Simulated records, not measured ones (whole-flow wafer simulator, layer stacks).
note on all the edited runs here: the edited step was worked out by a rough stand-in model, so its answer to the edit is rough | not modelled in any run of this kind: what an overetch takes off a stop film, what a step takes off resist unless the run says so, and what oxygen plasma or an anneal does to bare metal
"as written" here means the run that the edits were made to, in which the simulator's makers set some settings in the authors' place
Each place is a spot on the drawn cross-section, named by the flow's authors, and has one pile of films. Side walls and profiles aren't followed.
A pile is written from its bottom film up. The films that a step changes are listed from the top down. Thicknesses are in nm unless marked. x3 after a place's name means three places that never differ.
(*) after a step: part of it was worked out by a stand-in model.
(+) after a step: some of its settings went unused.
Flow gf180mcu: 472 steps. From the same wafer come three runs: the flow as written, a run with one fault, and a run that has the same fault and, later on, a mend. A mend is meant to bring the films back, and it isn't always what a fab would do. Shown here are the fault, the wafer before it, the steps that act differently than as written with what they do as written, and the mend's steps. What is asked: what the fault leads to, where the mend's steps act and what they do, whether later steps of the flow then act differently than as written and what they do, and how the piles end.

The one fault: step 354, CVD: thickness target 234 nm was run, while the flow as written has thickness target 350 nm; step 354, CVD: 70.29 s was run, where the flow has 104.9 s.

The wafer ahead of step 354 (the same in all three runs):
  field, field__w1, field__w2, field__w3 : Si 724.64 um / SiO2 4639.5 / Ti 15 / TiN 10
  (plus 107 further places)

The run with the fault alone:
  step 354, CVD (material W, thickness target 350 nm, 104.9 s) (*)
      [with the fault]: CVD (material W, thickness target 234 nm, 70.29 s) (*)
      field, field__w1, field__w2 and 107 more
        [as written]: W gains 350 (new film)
        [with the fault]: W gains 235.5 (new film)
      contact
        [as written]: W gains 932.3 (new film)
        [with the fault]: W gains 817.8 (new film)
  Steps further on in the flow that do not act as written:
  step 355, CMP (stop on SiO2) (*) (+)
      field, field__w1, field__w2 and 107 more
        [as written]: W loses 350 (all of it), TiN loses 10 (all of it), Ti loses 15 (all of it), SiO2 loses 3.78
        [with the fault]: W loses 235.5 (all of it), TiN loses 10 (all of it), Ti loses 15 (all of it), SiO2 loses 2.63
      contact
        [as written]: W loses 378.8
        [with the fault]: W loses 263.1
  At the end the piles are close to the flow's at the places that both follow, differing by at most 2% or 0.5 nm, whichever is larger.

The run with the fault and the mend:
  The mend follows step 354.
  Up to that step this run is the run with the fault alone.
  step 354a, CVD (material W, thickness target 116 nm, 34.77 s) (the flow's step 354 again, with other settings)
      field, field__w1, field__w2 and 108 more
        W gains 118
  None of the later steps of the flow differs from how it acts as written, at any place that is followed, by more than 2% or 0.5 nm, whichever is larger.
  At the end the piles are close to the flow's at the places that both follow, differing by at most 2% or 0.5 nm, whichever is larger.
